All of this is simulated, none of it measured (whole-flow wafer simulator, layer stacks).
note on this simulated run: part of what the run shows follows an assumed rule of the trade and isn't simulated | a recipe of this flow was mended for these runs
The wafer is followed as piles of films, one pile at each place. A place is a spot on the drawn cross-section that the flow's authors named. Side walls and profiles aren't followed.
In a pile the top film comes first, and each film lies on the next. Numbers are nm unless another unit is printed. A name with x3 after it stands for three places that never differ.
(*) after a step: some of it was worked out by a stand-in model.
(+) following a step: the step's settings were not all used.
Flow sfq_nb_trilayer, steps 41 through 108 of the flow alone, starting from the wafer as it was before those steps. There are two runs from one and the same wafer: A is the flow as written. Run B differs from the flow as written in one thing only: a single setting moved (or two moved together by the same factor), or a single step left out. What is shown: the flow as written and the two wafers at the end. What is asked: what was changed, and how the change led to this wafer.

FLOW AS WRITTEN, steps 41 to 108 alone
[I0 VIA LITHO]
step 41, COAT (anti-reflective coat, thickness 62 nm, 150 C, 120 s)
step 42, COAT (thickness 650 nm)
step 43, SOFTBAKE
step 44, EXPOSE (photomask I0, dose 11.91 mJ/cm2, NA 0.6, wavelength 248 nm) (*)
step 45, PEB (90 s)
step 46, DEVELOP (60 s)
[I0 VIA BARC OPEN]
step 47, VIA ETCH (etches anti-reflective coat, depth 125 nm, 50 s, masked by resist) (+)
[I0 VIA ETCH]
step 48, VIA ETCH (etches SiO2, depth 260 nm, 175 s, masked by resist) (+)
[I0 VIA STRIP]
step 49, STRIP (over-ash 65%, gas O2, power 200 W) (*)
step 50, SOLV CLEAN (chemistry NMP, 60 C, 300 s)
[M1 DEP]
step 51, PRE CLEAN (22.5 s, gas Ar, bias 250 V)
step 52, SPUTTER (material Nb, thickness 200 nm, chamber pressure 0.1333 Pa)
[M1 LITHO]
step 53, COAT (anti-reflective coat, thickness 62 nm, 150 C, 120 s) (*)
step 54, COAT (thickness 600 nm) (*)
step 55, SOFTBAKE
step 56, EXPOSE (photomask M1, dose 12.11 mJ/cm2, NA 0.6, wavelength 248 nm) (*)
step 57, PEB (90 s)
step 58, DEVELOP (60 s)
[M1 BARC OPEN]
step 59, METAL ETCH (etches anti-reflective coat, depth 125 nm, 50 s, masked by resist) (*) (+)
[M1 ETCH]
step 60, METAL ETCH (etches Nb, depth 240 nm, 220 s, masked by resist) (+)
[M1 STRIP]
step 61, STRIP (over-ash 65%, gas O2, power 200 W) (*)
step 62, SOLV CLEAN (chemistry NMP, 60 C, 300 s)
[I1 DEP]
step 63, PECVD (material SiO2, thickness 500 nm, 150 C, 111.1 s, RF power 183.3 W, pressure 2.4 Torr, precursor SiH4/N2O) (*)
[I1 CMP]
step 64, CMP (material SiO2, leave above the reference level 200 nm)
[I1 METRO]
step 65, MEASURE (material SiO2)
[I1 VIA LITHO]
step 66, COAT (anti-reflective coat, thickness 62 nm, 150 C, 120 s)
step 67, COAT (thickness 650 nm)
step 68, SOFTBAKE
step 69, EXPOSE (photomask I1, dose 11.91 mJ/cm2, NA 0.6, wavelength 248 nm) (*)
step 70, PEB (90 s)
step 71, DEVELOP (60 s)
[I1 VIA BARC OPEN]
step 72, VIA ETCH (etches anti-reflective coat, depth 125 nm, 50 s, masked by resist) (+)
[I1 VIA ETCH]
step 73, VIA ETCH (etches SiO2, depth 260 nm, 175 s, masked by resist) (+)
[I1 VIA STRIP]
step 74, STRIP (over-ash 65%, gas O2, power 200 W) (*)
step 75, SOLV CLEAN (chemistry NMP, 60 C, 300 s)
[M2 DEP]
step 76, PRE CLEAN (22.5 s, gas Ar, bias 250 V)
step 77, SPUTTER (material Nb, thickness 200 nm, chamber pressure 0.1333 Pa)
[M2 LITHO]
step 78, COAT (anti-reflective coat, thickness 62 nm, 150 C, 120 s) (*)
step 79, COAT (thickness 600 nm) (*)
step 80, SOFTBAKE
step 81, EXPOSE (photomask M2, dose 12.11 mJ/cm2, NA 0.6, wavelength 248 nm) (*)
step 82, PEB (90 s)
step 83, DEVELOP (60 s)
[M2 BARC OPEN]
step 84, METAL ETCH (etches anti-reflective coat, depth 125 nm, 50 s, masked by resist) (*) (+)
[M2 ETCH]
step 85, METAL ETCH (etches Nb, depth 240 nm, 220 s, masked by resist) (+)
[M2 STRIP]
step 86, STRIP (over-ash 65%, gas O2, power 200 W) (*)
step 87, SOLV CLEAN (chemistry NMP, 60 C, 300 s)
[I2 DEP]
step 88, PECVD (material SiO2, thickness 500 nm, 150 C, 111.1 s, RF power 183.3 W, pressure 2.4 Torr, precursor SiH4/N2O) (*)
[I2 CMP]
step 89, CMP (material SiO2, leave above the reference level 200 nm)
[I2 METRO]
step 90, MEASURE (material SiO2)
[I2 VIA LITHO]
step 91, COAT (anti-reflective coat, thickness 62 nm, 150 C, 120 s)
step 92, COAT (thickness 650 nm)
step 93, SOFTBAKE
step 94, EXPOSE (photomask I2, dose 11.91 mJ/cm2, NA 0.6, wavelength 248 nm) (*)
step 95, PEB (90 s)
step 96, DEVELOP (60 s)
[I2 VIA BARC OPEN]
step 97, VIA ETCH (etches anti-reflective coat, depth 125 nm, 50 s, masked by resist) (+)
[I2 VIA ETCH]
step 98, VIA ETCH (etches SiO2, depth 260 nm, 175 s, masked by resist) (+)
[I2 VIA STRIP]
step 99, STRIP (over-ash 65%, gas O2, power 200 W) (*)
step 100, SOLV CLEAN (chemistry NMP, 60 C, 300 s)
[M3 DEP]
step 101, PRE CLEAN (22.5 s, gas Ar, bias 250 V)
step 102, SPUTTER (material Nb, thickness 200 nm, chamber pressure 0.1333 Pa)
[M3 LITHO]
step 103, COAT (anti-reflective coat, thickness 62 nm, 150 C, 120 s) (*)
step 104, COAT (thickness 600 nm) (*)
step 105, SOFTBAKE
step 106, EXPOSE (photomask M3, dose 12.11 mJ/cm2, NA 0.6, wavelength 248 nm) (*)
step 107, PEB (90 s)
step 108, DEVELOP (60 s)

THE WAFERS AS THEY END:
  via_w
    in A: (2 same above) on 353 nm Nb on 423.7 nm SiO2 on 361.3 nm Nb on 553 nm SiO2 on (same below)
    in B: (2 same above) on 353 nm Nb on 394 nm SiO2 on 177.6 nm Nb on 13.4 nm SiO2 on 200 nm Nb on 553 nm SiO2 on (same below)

What caused this: step 44, EXPOSE: dose 4.988 mJ/cm2 was run, though the flow has dose 11.91 mJ/cm2.

The path from the change to this, step by step:
  step 46, DEVELOP (60 s)
      via_w: A -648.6 KrF-resist-other-grade (all of it) | B -598.6 KrF-resist-other-grade
  step 47, VIA ETCH (etches anti-reflective coat, depth 125 nm, 50 s, masked by resist) (+)
      via_w: A -62 anti-reflective coat (all of it), -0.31 SiO2 | B -50 KrF-resist-other-grade (all of it), -35 anti-reflective coat
  step 48, VIA ETCH (etches SiO2, depth 260 nm, 175 s, masked by resist) (+)
      via_w: A -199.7 SiO2 (all of it), -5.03 Nb | B -27 anti-reflective coat (all of it), -179.1 SiO2
  step 51, PRE CLEAN (22.5 s, gas Ar, bias 250 V)
      via_w: A -6.45 Nb | B -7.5 SiO2
  step 52, SPUTTER (material Nb, thickness 200 nm, chamber pressure 0.1333 Pa)
      via_w: A +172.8 Nb | B +177.6 Nb (new film)
  step 53, COAT (anti-reflective coat, thickness 62 nm, 150 C, 120 s) (*)
      v_sur: A +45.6 anti-reflective coat (new film) | B +46.8 anti-reflective coat (new film)
      via_wl: A +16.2 anti-reflective coat (new film) | B +17.1 anti-reflective coat (new film)
      (also at 1 further place)
  step 54, COAT (thickness 600 nm) (*)
      via_w: A +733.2 KrF-resist-other-grade (new film) | B +712.4 KrF-resist-other-grade (new film)
  step 61, STRIP (over-ash 65%, gas O2, power 200 W) (*)
      v_sur: A -361.9 KrF-resist-other-grade (all of it), -45.6 anti-reflective coat (all of it) | B -363.3 KrF-resist-other-grade (all of it), -46.8 anti-reflective coat (all of it)
      via_wl: A -382.3 KrF-resist-other-grade (all of it), -16.2 anti-reflective coat (all of it) | B -385.1 KrF-resist-other-grade (all of it), -17.1 anti-reflective coat (all of it)
      (also at 1 further place)
  step 63, PECVD (material SiO2, thickness 500 nm, 150 C, 111.1 s, RF power 183.3 W, pressure 2.4 Torr, precursor SiH4/N2O) (*)
      via_w: A +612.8 SiO2 (new film) | B +585.6 SiO2 (new film)
With metal films that touch counted as one body, via_w has 3 bodies (between them, from the top down: SiO2 394; SiO2 13.4); the flow as written gives 2 bodies (between them, from the top down: SiO2 423.7).
